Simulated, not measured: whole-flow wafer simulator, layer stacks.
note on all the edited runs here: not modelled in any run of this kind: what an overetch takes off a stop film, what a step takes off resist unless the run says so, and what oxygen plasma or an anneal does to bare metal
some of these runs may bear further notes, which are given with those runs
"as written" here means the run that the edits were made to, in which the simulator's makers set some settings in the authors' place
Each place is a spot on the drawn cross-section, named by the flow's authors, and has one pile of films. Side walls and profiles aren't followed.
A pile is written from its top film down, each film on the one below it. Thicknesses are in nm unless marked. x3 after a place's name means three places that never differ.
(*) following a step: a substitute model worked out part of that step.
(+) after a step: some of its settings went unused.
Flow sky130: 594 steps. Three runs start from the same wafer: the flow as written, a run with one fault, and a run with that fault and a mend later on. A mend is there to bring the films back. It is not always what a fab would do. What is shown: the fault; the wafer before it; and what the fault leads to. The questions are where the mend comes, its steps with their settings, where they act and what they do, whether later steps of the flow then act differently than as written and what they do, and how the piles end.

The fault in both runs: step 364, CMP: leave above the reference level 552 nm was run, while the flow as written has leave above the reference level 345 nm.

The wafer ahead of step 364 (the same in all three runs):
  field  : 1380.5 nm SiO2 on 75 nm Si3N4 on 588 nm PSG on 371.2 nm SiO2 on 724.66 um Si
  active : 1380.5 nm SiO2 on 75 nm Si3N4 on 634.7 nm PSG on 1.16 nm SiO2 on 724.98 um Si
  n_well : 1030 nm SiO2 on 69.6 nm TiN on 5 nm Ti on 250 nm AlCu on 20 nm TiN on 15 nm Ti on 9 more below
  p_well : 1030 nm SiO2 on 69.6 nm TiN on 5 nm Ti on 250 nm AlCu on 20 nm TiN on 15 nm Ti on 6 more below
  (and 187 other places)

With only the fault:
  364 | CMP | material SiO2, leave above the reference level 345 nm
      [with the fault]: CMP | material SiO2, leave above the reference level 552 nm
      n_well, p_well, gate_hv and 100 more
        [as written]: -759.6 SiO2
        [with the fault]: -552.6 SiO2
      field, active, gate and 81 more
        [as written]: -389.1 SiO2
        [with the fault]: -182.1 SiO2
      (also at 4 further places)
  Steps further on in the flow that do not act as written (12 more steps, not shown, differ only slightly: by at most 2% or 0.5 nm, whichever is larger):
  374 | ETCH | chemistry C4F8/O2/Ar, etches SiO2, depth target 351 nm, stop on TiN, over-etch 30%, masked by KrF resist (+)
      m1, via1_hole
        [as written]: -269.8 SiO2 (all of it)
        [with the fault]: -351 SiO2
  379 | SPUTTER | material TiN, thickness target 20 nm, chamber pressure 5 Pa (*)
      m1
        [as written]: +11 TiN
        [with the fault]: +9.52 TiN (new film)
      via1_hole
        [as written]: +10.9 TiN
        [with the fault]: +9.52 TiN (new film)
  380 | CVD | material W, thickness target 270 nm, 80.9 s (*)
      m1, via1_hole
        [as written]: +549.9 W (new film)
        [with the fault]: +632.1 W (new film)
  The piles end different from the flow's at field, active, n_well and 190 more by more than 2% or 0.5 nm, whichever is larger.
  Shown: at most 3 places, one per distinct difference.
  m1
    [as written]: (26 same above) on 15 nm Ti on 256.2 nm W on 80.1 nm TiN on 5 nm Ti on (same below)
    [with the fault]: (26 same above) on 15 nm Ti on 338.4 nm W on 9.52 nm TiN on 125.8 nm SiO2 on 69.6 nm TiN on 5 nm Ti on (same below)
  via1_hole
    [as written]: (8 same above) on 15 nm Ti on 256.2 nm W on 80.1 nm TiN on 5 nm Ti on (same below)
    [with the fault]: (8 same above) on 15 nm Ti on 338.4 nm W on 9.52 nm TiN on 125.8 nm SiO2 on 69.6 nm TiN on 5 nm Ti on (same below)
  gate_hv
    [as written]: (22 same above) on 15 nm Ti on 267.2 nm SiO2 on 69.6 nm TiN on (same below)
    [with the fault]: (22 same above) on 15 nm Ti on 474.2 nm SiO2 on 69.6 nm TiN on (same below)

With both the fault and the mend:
  After step 364 comes the mend.
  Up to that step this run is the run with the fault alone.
  364a | CMP | material SiO2, leave above the reference level 345 nm (the flow's step 364 again)
      field, active, n_well and 188 more
        -207 SiO2
  Every later step of the flow that is run acts as written at every place that is followed.
  By the end, the piles equal the flow's at every place that both follow.
